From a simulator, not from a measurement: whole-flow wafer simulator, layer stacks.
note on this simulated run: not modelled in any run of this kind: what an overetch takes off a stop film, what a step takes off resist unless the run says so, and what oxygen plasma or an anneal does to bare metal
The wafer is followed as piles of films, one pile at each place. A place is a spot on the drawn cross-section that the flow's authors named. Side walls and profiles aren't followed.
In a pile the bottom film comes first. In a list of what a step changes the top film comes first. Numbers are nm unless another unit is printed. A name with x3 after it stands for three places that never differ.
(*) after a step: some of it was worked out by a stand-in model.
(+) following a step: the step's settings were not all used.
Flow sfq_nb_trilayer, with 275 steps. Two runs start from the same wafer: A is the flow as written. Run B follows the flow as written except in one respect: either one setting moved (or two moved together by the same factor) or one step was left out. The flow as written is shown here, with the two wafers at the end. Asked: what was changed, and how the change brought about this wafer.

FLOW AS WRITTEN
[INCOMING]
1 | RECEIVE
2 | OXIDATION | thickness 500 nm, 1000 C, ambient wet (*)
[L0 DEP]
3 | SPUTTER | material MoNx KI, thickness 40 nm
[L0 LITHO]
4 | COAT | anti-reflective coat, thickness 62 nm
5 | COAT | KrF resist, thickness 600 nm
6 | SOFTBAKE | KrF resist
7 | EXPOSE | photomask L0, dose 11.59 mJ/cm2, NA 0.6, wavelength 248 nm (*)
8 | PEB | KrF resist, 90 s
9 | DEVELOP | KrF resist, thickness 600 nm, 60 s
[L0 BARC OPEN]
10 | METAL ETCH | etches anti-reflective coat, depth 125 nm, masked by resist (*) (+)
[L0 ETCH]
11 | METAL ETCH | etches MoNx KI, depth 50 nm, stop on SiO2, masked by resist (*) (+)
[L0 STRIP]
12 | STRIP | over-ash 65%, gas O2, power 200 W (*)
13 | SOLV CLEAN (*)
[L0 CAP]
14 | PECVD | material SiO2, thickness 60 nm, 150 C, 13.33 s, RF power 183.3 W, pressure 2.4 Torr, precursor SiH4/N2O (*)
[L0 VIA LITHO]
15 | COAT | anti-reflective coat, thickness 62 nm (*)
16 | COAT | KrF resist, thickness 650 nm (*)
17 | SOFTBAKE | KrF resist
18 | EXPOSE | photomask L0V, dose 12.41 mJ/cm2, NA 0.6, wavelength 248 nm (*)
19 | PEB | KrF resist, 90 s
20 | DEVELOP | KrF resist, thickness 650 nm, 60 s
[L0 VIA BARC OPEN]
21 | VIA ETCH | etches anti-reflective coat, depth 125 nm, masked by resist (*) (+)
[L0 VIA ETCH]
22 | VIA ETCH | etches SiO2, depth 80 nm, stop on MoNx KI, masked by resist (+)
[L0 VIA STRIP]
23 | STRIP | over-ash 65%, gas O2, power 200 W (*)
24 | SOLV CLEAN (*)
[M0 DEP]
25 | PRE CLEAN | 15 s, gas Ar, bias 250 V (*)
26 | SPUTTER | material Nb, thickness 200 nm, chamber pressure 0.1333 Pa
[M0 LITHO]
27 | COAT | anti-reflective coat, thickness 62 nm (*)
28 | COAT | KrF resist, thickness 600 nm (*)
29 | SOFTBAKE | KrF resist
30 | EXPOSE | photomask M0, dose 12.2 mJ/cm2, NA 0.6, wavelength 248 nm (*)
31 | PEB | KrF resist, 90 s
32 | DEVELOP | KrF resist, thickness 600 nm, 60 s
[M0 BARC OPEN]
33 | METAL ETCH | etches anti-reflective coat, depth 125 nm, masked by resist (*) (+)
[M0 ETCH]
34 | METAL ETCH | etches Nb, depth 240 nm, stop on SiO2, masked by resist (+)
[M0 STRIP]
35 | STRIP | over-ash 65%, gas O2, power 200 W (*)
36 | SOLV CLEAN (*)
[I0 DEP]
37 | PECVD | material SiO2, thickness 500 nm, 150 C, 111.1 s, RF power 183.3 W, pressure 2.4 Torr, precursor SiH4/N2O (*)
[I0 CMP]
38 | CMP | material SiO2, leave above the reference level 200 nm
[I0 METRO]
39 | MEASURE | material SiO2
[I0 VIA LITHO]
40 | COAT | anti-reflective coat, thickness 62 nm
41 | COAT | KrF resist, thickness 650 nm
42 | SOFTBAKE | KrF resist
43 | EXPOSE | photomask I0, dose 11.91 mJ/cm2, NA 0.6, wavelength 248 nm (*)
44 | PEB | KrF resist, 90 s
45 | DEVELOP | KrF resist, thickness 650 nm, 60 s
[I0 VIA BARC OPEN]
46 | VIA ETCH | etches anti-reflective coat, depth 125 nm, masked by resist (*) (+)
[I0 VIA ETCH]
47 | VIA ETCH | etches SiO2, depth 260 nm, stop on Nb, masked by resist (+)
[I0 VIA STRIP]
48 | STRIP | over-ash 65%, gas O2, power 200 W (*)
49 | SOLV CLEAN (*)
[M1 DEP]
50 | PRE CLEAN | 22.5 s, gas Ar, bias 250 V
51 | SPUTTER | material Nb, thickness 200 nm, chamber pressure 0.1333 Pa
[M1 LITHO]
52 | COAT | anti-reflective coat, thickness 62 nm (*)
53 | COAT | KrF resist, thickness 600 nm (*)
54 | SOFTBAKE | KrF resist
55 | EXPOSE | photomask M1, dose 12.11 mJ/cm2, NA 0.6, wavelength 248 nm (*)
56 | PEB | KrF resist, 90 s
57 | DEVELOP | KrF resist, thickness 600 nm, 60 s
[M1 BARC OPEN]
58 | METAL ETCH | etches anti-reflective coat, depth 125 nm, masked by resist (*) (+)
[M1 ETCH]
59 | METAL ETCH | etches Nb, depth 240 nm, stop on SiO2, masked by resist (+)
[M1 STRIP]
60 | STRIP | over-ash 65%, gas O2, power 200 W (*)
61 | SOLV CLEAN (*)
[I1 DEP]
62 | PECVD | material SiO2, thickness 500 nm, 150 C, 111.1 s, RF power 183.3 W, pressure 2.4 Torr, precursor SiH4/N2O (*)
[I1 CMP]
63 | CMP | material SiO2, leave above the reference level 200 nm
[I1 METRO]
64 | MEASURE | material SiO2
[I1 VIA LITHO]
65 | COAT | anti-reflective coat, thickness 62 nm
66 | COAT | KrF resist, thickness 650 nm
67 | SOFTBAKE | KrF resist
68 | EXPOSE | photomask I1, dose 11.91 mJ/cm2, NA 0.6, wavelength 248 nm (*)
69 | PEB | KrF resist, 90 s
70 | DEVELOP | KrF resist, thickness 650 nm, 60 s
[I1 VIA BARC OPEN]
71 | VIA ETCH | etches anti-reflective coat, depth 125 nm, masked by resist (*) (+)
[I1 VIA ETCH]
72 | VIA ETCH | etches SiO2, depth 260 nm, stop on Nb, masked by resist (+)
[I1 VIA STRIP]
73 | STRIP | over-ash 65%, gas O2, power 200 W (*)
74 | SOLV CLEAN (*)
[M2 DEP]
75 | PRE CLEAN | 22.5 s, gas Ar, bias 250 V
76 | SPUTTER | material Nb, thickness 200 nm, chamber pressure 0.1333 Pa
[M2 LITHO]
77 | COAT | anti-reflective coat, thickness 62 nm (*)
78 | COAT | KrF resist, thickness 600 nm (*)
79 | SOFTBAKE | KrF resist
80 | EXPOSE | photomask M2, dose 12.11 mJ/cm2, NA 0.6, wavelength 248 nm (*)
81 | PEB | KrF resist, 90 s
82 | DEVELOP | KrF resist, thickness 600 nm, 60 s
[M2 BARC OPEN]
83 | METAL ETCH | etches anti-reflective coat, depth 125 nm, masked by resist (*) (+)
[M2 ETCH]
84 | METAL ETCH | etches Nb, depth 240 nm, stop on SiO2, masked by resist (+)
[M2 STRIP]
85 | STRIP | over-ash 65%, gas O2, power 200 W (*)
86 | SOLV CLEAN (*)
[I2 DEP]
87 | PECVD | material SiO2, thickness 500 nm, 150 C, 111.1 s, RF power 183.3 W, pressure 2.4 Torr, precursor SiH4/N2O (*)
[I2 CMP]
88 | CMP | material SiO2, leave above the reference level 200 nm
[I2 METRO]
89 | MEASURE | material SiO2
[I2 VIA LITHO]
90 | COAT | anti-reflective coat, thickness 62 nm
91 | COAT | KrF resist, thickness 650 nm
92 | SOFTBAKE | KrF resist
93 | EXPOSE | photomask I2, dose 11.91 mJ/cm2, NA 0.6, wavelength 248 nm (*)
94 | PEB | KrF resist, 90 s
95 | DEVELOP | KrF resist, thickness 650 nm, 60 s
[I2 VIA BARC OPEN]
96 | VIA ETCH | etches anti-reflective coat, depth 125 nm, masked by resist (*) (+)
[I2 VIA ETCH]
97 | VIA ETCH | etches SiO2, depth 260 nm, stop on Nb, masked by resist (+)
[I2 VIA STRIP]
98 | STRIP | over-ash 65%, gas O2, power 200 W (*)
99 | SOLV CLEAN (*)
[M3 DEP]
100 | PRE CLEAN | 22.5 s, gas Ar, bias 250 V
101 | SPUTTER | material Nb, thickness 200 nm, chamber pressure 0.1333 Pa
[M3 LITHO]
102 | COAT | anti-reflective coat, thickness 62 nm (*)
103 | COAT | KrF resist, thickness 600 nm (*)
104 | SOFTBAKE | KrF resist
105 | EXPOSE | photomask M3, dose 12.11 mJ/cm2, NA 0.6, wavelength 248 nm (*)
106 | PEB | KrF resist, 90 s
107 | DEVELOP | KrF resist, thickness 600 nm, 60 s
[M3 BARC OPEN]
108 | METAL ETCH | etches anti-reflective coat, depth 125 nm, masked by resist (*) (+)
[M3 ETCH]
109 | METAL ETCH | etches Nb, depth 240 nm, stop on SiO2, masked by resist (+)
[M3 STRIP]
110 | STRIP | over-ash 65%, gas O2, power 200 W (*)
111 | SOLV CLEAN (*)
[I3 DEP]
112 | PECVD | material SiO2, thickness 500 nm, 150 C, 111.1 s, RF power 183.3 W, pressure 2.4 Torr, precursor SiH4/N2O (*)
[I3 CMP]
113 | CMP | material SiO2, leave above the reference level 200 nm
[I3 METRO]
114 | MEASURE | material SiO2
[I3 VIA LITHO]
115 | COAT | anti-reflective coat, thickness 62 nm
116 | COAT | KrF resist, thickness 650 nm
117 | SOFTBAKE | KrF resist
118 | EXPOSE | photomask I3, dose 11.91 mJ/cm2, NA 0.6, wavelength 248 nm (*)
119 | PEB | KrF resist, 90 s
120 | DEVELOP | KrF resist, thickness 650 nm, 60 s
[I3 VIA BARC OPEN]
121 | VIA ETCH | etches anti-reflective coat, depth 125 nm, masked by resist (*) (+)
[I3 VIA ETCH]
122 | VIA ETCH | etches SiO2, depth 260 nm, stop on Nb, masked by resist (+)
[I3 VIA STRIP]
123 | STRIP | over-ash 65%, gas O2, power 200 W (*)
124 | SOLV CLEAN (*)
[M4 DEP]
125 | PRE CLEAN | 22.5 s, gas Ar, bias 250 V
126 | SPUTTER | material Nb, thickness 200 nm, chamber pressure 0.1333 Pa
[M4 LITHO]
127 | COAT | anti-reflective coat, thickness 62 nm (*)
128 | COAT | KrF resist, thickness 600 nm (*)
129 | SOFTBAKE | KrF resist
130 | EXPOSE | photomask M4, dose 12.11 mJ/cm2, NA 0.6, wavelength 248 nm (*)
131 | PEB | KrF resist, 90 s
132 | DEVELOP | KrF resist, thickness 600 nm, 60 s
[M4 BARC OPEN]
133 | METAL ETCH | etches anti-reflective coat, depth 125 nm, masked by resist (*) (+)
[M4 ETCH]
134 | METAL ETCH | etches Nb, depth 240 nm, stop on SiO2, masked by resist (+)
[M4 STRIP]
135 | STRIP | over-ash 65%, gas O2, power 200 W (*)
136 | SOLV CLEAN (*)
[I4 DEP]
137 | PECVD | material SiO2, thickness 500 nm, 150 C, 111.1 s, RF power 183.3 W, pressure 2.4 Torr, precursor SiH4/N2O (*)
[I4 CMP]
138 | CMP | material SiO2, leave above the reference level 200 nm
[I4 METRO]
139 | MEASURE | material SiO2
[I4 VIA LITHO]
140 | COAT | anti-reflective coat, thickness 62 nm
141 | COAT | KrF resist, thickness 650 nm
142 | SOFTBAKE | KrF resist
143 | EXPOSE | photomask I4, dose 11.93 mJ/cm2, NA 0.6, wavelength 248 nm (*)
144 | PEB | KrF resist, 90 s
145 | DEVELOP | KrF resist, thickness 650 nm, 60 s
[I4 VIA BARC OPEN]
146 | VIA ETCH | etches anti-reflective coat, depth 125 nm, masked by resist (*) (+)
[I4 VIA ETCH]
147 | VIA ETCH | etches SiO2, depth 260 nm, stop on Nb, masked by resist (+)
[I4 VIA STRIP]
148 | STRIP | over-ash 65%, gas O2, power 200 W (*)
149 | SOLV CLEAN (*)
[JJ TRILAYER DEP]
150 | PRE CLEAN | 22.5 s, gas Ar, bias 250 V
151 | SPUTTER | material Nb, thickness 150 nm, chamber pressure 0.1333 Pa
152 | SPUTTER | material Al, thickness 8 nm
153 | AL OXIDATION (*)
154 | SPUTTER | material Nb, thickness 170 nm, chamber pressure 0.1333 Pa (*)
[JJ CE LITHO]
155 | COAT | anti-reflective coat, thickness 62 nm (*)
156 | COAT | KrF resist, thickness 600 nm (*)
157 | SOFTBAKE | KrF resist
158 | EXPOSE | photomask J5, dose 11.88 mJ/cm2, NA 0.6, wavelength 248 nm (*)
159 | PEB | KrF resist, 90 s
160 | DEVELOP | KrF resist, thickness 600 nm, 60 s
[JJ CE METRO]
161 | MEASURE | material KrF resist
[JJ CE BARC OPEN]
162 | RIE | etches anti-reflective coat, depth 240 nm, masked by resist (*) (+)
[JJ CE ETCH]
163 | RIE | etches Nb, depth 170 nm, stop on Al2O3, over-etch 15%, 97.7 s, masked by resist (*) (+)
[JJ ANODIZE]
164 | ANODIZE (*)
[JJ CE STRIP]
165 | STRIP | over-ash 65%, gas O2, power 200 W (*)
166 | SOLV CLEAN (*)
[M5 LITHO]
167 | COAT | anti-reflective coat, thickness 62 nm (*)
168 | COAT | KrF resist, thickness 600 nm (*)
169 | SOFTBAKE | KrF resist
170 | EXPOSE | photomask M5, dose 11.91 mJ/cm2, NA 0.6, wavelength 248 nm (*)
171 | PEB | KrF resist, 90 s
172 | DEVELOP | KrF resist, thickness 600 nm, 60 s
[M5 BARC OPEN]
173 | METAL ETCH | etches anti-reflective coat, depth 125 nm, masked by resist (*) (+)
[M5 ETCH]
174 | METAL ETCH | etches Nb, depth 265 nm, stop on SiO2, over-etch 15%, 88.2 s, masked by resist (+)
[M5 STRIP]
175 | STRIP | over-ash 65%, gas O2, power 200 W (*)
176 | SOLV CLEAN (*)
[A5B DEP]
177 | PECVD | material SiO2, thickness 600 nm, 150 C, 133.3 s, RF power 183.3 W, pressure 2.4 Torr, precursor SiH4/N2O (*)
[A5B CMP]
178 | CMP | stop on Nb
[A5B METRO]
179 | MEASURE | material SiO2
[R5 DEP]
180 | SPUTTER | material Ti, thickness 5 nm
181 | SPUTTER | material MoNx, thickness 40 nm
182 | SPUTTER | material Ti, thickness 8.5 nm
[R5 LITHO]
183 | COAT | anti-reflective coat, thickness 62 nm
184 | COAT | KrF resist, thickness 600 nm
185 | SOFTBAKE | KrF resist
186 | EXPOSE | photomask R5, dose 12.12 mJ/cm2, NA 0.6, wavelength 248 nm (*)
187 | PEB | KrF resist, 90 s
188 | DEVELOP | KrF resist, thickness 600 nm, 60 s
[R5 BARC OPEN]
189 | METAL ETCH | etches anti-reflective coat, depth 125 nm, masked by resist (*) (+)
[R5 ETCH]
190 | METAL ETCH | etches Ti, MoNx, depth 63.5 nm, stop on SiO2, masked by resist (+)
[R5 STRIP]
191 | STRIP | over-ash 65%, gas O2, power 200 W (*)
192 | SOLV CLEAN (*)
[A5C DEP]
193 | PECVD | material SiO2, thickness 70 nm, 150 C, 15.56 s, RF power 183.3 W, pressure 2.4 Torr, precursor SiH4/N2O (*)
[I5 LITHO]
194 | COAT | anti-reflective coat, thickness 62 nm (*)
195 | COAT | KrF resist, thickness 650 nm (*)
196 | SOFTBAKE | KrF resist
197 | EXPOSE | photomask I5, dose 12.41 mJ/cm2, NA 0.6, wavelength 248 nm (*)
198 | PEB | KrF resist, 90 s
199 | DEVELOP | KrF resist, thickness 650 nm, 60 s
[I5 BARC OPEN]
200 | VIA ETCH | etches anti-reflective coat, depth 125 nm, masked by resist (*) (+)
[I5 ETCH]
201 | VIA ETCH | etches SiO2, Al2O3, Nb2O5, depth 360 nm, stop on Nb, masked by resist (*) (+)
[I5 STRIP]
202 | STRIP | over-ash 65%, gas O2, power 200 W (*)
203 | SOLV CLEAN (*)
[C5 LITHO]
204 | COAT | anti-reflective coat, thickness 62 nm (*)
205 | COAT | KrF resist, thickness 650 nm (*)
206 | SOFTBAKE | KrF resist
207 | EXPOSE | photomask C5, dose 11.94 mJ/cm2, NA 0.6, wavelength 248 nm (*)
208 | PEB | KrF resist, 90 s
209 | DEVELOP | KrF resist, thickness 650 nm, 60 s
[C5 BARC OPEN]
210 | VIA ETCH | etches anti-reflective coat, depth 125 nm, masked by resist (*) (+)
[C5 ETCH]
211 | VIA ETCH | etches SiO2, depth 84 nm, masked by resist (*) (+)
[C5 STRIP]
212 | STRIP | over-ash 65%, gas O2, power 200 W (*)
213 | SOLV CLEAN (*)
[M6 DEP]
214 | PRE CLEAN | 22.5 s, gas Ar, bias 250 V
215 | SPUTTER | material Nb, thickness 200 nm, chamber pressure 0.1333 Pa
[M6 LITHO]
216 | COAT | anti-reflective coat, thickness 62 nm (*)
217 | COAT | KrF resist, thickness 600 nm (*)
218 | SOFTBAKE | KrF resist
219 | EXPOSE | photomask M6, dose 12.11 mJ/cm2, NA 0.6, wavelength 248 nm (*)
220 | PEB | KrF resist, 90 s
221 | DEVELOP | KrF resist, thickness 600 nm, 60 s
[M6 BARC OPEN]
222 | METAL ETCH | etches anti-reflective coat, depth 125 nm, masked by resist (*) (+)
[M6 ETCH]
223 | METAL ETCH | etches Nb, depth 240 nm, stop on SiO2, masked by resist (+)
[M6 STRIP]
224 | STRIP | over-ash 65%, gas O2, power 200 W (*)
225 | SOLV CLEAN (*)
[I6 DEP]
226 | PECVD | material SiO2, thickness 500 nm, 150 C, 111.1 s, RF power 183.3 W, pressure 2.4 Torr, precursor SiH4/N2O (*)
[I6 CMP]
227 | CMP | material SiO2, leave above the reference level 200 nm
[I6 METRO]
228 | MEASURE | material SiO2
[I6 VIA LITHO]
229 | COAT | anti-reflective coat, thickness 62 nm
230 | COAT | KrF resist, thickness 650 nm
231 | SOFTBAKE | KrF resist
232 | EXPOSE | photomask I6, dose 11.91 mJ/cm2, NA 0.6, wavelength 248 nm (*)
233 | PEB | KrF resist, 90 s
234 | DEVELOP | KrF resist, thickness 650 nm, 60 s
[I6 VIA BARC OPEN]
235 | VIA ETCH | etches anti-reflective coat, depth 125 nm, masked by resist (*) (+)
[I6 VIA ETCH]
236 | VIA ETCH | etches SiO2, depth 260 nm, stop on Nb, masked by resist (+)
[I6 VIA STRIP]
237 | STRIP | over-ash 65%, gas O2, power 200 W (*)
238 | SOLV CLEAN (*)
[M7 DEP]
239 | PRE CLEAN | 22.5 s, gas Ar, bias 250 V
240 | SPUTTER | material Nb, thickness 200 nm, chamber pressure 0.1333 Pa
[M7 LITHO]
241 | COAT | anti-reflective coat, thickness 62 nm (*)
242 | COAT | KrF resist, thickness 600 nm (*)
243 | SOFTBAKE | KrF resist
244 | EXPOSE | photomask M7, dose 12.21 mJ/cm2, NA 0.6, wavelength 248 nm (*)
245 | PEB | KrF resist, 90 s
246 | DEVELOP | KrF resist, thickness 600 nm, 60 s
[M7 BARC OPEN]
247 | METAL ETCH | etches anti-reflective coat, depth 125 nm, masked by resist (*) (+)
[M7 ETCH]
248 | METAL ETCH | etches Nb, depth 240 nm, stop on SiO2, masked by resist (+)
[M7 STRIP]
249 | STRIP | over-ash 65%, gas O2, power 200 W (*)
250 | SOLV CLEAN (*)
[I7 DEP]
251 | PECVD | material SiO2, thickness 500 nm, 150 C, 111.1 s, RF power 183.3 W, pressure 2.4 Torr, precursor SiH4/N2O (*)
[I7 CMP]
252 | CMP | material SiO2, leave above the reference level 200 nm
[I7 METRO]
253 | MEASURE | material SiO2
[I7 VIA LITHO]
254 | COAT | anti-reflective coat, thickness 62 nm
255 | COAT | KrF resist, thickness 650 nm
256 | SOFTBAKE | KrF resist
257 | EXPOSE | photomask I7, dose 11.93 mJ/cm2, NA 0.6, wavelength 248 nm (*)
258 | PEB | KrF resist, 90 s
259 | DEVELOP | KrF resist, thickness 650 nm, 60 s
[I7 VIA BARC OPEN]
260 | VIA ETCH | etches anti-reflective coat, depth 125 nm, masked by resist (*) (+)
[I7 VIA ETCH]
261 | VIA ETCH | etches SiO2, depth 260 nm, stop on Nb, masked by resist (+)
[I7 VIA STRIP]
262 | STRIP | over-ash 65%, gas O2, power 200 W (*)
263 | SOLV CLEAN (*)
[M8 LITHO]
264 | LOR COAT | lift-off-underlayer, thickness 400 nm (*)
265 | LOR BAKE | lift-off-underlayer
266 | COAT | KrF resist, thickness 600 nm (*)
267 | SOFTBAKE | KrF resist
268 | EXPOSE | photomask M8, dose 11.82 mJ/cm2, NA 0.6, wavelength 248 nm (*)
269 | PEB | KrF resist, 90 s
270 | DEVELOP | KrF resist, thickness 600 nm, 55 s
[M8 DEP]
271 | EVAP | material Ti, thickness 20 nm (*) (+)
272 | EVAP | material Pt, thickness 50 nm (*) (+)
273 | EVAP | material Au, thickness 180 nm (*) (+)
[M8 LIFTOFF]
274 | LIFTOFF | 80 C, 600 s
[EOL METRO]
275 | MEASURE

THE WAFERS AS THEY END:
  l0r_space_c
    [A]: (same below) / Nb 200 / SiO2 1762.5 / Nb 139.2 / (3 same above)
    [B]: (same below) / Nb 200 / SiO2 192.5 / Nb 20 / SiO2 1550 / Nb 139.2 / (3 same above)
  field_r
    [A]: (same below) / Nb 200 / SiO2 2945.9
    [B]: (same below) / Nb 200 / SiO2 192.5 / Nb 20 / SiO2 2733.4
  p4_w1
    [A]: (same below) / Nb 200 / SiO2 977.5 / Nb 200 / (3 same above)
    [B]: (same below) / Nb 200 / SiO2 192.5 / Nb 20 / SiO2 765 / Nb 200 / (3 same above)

What caused this: step 59, METAL ETCH: depth 180 nm was run, while the flow as written has depth 240 nm.

The path from the change to this, step by step:
  59 | METAL ETCH | etches Nb, depth 240 nm, stop on SiO2, masked by resist (+)
      field_l, be, be_sur and 79 more: A -200 Nb (all of it) | B -180 Nb
      v_sur, via_wl, via_w and 21 more: A -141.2 KrF resist | B -105.9 KrF resist
  60 | STRIP | over-ash 65%, gas O2, power 200 W (*)
      wl_j_sl, wl_jj, wl_j_sr and 13 more: A -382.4 KrF resist (all of it), -62 anti-reflective coat (all of it) | B -417.7 KrF resist (all of it), -62 anti-reflective coat (all of it)
      v_sur: A -365.9 KrF resist (all of it), -61.1 anti-reflective coat (all of it) | B -401.2 KrF resist (all of it), -61.1 anti-reflective coat (all of it)
      (also at 7 further places)
  62 | PECVD | material SiO2, thickness 500 nm, 150 C, 111.1 s, RF power 183.3 W, pressure 2.4 Torr, precursor SiH4/N2O (*)
      field_l, be, be_sur and 72 more: A +500 SiO2 | B +500 SiO2 (new film)
      lsp_m, ln_m6, lsp_r, l0_sur, l0v: A +494.9 SiO2 | B +500 SiO2 (new film)
      (also at 2 further places)
  63 | CMP | material SiO2, leave above the reference level 200 nm
      field_l, be, be_sur and 72 more: A -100 SiO2 | B -120 SiO2
      lsp_m, ln_m6, lsp_r, l0_sur, l0v: A -94.9 SiO2 | B -120 SiO2
With metal films that touch counted as one body, l0r_space_c has 3 bodies (between them, from the top down: SiO2 1550; SiO2 192.5); the flow as written gives 2 bodies (between them, from the top down: SiO2 1762.5).
With metal films that touch counted as one body, field_r has 2 bodies (between them, from the top down: SiO2 192.5); the flow as written gives 1 body.
With metal films that touch counted as one body, p4_w1 has 4 bodies (between them, from the top down: SiO2 192.5; SiO2 765; SiO2 192.5); the flow as written gives 3 bodies (between them, from the top down: SiO2 192.5; SiO2 977.5).
